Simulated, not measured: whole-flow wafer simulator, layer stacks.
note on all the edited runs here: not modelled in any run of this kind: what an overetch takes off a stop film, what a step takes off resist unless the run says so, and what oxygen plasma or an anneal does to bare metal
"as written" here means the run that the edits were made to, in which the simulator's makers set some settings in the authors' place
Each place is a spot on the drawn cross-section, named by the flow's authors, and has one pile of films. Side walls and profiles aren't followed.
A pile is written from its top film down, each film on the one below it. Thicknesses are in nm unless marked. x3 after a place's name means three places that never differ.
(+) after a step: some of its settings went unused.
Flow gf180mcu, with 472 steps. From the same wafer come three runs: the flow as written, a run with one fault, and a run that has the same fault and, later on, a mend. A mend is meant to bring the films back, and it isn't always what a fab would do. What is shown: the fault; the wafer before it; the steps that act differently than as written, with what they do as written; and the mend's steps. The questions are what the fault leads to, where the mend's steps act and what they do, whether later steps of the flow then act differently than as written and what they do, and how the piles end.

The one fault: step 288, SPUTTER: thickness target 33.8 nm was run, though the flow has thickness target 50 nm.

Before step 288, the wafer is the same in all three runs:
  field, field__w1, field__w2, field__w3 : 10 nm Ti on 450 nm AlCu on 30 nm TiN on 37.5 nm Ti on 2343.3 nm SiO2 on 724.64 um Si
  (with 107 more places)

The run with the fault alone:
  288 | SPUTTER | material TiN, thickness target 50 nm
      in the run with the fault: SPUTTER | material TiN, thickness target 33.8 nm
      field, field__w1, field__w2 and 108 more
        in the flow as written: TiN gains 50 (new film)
        in the run with the fault: TiN gains 33.8 (new film)
  Steps later in the flow that act otherwise than as written (4 other steps are not shown; they differ only slightly, by no more than 2% or 0.5 nm, whichever is larger):
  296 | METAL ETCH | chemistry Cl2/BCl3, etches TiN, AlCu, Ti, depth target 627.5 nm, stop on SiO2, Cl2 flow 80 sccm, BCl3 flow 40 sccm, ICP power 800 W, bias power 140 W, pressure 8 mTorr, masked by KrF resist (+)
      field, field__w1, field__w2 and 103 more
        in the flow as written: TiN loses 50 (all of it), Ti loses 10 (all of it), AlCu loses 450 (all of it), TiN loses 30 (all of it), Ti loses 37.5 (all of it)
        in the run with the fault: TiN loses 33.8 (all of it), Ti loses 10 (all of it), AlCu loses 450 (all of it), TiN loses 30 (all of it), Ti loses 37.5 (all of it)
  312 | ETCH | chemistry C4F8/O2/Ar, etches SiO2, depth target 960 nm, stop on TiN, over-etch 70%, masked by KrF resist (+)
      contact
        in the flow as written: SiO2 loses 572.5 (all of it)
        in the run with the fault: SiO2 loses 588.7 (all of it)
  By the end, the piles at field__w8, contact, m1, m1__w1, m1_nw depart from the flow's by more than 2% or 0.5 nm, whichever is larger.
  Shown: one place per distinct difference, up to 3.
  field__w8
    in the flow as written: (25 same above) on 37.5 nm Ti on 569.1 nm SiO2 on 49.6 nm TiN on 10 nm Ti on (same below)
    in the run with the fault: (25 same above) on 37.5 nm Ti on 585.3 nm SiO2 on 33.4 nm TiN on 10 nm Ti on (same below)
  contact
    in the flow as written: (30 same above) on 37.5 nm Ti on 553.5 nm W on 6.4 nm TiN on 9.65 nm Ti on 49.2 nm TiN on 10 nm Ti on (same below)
    in the run with the fault: (30 same above) on 37.5 nm Ti on 569.9 nm W on 6.34 nm TiN on 9.56 nm Ti on 33 nm TiN on 10 nm Ti on (same below)

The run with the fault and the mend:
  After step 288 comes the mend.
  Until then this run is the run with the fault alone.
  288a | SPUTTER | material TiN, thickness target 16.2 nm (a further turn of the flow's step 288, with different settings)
      field, field__w1, field__w2 and 108 more
        TiN gains 16.2
  Every later step of the flow that is run acts as written at every place that is followed.
  The piles end the same as the flow's at every place that both follow.
